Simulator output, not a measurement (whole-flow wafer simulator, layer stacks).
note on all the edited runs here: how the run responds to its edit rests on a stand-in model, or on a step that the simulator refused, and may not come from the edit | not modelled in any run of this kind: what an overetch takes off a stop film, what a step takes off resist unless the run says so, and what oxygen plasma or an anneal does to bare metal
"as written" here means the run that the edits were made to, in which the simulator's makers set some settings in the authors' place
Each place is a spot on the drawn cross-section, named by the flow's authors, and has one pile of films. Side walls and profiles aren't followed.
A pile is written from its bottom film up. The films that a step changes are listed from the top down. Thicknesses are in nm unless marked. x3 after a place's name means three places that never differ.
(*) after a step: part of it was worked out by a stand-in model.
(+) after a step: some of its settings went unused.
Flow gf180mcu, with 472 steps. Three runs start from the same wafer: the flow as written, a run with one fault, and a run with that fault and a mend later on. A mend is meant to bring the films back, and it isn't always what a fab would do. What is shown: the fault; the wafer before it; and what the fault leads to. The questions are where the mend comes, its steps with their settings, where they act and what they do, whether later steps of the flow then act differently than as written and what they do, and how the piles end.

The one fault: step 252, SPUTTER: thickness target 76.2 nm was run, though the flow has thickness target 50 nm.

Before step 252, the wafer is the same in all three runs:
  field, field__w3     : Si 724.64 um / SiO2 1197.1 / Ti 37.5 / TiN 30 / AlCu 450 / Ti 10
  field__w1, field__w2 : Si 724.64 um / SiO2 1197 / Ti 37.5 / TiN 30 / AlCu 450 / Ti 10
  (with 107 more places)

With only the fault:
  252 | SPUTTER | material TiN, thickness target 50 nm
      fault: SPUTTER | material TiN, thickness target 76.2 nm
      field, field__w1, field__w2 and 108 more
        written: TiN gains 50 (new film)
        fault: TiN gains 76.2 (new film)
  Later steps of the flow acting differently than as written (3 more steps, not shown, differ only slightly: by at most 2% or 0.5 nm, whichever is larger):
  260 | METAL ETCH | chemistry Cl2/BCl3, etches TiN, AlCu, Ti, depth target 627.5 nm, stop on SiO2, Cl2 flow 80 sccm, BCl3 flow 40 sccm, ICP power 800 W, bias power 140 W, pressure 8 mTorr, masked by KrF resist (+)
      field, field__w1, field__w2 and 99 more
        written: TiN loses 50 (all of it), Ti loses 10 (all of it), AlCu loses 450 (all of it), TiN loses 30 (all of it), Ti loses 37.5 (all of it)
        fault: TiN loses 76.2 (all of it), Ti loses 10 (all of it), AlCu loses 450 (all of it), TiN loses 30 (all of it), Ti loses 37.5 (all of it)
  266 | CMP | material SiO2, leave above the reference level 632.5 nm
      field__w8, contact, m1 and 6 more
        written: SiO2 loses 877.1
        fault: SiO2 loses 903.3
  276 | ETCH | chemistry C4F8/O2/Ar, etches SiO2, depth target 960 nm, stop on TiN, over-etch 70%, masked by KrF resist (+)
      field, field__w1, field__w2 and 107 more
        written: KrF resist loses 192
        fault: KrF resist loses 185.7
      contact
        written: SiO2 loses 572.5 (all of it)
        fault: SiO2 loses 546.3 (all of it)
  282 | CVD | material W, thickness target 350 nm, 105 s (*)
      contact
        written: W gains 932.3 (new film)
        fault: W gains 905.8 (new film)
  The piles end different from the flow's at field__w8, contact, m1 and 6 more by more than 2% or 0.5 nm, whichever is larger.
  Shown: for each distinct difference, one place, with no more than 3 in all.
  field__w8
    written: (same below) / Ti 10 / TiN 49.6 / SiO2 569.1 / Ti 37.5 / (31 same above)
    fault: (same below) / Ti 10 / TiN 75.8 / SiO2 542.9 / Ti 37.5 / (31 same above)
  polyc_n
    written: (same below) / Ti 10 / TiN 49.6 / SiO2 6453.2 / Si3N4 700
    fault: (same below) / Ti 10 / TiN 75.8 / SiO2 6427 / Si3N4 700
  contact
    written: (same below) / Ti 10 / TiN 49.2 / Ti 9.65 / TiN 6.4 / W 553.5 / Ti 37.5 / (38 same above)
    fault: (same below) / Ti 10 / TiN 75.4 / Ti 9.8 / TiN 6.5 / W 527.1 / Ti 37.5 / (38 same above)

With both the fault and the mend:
  After step 259 comes the mend.
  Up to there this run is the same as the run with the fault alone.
  259a | STRIP | chemistry O2/N2, power 2160 W, pressure 1700 mTorr (*)
      field__w8, contact, m1 and 6 more
        KrF resist loses 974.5 (all of it)
  259b | METAL ETCH | chemistry Cl2/BCl3, etches TiN, AlCu, Ti, depth target 26.2 nm, Cl2 flow 80 sccm, BCl3 flow 40 sccm, ICP power 800 W, bias power 140 W, pressure 8 mTorr
      field, field__w1, field__w2 and 108 more
        TiN loses 26.2
  259c | HMDS | 120 C, 60 s (the flow's step 254 again)
      leaves every film unchanged at each place that is followed
  259d | COAT | KrF resist, thickness 1000 nm (the flow's step 255 again)
      field, field__w1, field__w2 and 108 more
        KrF resist gains 1000 (new film)
  259e | SOFTBAKE | KrF resist (the flow's step 256 again)
      leaves every film unchanged at each place that is followed
  259f | EXPOSE | photomask Metal1 (the flow's step 257 again)
      leaves every film unchanged at each place that is followed
  259g | PEB | KrF resist, 135 C, 90 s (the flow's step 258 again)
      field, field__w1, field__w2 and 108 more
        KrF resist loses 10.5
  259h | DEVELOP | thickness 1000 nm, 60 s (the flow's step 259 again)
      field, field__w1, field__w2 and 99 more
        KrF resist loses 989.5 (all of it)
      field__w8, contact, m1 and 6 more
        KrF resist loses 14.9
  Every later step of the flow that is run acts as written at every place that is followed.
  By the end, the piles equal the flow's at every place that both follow.
